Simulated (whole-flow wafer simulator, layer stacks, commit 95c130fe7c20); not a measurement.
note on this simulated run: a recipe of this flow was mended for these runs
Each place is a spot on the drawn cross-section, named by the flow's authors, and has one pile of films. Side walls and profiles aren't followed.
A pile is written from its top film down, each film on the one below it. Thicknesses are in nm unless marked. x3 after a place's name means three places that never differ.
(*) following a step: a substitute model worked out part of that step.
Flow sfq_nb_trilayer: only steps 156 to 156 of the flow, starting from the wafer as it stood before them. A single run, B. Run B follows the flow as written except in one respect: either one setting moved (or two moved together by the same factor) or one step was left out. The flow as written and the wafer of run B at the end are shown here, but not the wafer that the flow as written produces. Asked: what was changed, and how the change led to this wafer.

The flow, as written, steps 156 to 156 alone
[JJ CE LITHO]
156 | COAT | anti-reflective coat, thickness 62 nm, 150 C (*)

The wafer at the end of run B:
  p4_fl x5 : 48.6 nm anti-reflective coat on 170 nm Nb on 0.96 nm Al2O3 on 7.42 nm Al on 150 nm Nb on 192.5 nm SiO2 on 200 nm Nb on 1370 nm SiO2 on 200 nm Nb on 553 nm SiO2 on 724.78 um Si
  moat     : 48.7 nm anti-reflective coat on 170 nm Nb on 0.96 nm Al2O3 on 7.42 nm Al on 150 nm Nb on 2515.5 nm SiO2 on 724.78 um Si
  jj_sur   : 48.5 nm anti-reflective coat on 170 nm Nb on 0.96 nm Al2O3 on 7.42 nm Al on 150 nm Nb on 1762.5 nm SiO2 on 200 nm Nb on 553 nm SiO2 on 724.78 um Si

What caused this: step 156, COAT: thickness 48.6 nm was run, though the flow has thickness 62 nm.
One can read it off the wafer: p4_fl x5 has anti-reflective coat 48.6, and step 156 as written asks for 62 nm.

Step by step, how the change led to this:
  156 | COAT | anti-reflective coat, thickness 62 nm, 150 C (*)
      p4_fl x5, p4_w1 x9, p3_s0 x42, wl_j_sl x15, wl_d_m1, l0r_line_l x3, m0r_space_l x2: anti-reflective coat gains 48.6 (new film) (as written it would have been: anti-reflective coat gains 62 (new film))
      moat, field_r, lsp_l, ln_m5, lsp_m, ln_m6, lsp_r: anti-reflective coat gains 48.7 (new film) (as written it would have been: anti-reflective coat gains 62.3 (new film))
      (and at 22 other places as well)
